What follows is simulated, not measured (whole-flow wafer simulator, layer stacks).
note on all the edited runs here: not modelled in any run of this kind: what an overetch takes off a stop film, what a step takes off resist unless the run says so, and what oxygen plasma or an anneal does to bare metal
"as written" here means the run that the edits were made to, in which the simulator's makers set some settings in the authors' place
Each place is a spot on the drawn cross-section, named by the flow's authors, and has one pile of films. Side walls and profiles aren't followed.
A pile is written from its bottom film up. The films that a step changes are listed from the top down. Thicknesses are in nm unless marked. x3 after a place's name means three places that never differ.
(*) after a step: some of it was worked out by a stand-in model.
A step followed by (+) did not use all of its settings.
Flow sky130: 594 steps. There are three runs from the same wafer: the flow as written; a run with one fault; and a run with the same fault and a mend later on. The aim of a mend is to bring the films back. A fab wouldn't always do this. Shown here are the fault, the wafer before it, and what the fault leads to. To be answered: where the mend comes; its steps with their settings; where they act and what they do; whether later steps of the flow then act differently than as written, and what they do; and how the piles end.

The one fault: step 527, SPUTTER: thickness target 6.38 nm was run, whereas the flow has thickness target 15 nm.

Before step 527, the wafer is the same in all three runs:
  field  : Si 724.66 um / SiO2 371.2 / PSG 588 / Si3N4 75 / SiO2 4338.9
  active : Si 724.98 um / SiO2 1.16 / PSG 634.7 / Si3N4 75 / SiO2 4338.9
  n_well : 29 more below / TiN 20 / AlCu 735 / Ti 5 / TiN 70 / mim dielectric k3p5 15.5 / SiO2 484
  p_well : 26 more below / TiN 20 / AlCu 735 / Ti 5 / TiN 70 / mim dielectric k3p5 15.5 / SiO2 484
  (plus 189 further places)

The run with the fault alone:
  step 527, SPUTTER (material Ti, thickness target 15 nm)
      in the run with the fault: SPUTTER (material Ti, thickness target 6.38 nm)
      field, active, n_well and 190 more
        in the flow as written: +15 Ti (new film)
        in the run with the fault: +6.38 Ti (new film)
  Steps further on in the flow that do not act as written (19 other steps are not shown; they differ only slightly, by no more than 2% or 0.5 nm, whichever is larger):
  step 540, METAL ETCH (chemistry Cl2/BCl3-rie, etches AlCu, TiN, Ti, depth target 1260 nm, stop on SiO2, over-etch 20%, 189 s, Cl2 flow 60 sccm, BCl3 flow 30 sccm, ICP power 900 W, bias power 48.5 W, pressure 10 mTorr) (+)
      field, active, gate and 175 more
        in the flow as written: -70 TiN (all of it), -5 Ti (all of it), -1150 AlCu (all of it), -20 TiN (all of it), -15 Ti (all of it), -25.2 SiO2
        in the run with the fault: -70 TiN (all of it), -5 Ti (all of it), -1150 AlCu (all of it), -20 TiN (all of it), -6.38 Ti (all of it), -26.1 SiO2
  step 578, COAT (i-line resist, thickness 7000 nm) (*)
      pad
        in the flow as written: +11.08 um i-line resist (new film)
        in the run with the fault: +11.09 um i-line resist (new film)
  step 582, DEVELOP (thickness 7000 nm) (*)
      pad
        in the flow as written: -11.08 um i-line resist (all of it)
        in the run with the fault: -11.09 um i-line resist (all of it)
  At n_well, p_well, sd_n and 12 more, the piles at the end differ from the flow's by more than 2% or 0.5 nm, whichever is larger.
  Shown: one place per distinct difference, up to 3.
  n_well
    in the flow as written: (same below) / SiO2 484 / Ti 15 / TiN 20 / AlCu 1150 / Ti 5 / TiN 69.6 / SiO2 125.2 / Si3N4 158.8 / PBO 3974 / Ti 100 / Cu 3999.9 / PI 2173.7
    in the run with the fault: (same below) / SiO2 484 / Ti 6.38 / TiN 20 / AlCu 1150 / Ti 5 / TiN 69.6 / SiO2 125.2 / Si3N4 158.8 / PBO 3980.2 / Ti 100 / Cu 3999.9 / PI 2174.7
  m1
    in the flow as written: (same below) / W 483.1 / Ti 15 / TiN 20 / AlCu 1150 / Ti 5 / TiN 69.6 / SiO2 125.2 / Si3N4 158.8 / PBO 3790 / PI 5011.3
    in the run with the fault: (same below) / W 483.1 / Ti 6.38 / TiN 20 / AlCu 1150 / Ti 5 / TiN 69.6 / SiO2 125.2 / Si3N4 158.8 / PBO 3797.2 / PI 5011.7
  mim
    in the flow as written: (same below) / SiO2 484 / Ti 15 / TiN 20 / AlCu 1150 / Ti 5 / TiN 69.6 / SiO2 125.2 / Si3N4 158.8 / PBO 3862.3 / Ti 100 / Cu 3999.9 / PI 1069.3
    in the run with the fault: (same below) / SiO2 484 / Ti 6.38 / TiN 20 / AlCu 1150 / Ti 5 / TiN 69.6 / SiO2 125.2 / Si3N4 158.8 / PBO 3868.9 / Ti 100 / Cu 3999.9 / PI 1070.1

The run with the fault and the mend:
  The mend follows step 527.
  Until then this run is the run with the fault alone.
  step 527a, SPUTTER (material Ti, thickness target 8.62 nm) (the flow's step 527, run once more with other settings)
      field, active, n_well and 190 more
        +8.62 Ti
  None of the later steps of the flow acts differently than as written at any place that is followed.
  At every place that both follow, the piles at the end match the flow's.
